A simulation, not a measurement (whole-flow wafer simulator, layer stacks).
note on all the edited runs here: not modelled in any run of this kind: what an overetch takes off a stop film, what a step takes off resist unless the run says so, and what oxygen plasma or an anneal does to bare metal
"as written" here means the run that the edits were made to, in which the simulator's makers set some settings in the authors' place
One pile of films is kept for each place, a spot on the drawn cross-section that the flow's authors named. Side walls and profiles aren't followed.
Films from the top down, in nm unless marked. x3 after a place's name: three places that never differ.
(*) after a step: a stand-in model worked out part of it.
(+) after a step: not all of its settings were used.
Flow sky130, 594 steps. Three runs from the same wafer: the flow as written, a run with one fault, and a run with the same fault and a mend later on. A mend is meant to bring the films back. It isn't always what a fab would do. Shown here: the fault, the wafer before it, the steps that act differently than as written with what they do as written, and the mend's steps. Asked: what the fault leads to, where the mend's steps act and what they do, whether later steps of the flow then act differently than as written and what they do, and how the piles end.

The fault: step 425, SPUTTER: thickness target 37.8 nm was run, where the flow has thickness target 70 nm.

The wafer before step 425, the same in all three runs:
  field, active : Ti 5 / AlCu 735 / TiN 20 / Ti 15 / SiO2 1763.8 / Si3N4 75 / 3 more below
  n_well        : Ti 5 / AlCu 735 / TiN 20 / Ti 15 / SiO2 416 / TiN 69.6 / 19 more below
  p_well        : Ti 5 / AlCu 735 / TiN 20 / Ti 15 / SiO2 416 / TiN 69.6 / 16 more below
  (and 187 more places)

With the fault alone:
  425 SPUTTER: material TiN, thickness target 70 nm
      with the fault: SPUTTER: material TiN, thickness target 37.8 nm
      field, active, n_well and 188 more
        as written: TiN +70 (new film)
        with the fault: TiN +37.8 (new film)
  Later steps of the flow that act differently than as written (19 more steps differ only slightly, by at most 2% or 0.5 nm, whichever is larger, and aren't shown):
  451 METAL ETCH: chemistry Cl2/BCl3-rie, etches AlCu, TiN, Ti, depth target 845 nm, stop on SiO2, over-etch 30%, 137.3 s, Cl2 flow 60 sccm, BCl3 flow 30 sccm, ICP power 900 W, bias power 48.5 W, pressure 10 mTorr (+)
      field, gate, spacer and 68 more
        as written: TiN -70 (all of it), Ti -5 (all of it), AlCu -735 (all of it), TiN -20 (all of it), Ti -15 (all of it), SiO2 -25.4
        with the fault: TiN -37.8 (all of it), Ti -5 (all of it), AlCu -735 (all of it), TiN -20 (all of it), Ti -15 (all of it), SiO2 -28.6
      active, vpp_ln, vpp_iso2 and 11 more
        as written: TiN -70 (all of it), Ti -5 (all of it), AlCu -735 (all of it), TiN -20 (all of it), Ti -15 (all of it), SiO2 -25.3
        with the fault: TiN -37.8 (all of it), Ti -5 (all of it), AlCu -735 (all of it), TiN -20 (all of it), Ti -15 (all of it), SiO2 -28.6
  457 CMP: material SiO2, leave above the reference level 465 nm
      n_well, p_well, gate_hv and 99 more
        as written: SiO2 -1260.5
        with the fault: SiO2 -1228.3
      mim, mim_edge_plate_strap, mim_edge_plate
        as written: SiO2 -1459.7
        with the fault: SiO2 -1427.5
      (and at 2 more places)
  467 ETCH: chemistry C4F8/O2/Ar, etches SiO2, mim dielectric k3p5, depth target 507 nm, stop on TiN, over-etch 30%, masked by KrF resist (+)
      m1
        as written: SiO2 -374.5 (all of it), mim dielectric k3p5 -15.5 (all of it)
        with the fault: SiO2 -406.7 (all of it), mim dielectric k3p5 -15.5 (all of it)
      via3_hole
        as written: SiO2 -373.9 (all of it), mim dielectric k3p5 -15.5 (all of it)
        with the fault: SiO2 -406.1 (all of it), mim dielectric k3p5 -15.5 (all of it)
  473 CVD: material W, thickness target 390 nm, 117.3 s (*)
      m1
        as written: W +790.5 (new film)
        with the fault: W +823.1 (new film)
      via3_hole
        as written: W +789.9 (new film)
        with the fault: W +822.5 (new film)
  At the end the piles differ from the flow's by more than 2% or 0.5 nm, whichever is larger, at n_well, p_well, gate_hv and 104 more.
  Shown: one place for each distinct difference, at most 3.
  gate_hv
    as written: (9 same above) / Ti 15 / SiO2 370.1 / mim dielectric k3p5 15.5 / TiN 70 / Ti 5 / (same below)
    with the fault: (9 same above) / Ti 15 / SiO2 402.3 / mim dielectric k3p5 15.5 / TiN 37.8 / Ti 5 / (same below)
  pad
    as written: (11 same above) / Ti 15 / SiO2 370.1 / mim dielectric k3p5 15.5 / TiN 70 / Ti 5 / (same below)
    with the fault: (11 same above) / Ti 15 / SiO2 402.3 / mim dielectric k3p5 15.5 / TiN 37.8 / Ti 5 / (same below)
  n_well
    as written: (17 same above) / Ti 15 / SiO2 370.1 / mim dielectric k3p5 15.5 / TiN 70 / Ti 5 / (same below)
    with the fault: (17 same above) / Ti 15 / SiO2 402.3 / mim dielectric k3p5 15.5 / TiN 37.8 / Ti 5 / (same below)

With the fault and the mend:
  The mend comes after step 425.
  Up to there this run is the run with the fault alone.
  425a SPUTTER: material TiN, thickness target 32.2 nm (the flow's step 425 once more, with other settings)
      field, active, n_well and 188 more
        TiN +32.2
  No later step of the flow acts differently than as written at any place that is followed.
  At the end the piles are the same as the flow's at every place that both follow.
